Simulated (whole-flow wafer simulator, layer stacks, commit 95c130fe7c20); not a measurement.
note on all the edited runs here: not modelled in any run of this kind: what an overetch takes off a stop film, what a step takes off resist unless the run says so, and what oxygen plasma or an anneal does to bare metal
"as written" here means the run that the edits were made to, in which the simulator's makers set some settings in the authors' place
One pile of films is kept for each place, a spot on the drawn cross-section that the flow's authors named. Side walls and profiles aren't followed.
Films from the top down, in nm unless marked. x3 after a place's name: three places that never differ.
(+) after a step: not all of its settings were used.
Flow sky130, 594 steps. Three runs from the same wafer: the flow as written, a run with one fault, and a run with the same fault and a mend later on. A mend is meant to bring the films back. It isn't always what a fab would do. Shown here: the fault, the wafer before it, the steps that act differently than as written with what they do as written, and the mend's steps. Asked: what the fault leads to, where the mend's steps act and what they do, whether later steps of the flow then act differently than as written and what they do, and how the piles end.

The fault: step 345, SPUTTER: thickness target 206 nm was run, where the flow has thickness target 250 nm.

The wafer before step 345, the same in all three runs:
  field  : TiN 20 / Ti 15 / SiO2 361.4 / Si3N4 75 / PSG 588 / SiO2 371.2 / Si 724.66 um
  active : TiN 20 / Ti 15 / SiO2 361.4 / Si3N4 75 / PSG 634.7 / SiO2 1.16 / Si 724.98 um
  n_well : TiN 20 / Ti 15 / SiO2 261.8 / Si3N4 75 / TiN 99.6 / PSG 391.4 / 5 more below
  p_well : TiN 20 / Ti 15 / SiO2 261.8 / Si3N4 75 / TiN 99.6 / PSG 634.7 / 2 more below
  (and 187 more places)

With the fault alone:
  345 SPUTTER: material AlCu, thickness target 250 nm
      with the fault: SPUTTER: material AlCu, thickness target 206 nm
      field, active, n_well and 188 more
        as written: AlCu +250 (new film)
        with the fault: AlCu +206 (new film)
  Later steps of the flow that act differently than as written (8 more steps differ only slightly, by at most 2% or 0.5 nm, whichever is larger, and aren't shown):
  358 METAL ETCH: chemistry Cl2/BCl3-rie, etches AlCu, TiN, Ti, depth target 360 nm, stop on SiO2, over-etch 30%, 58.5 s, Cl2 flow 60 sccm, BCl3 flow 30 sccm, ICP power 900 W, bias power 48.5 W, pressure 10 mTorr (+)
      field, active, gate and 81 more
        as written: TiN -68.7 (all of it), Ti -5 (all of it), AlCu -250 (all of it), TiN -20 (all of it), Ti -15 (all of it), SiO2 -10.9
        with the fault: TiN -68.7 (all of it), Ti -5 (all of it), AlCu -206 (all of it), TiN -20 (all of it), Ti -15 (all of it), SiO2 -15.3
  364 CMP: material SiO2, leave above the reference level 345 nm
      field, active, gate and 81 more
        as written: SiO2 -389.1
        with the fault: SiO2 -428.7
  At the end the piles differ from the flow's by more than 2% or 0.5 nm, whichever is larger, at n_well, p_well, gate_hv and 116 more.
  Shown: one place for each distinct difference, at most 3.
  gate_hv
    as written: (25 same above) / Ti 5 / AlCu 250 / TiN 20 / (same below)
    with the fault: (25 same above) / Ti 5 / AlCu 206 / TiN 20 / (same below)
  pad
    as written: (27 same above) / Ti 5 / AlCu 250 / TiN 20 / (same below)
    with the fault: (27 same above) / Ti 5 / AlCu 206 / TiN 20 / (same below)
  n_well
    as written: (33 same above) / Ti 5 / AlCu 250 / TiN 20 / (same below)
    with the fault: (33 same above) / Ti 5 / AlCu 206 / TiN 20 / (same below)

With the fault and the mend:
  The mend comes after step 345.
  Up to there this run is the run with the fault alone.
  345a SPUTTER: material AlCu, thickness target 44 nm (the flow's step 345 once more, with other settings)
      field, active, n_well and 188 more
        AlCu +44
  No later step of the flow acts differently than as written at any place that is followed.
  At the end the piles are the same as the flow's at every place that both follow.
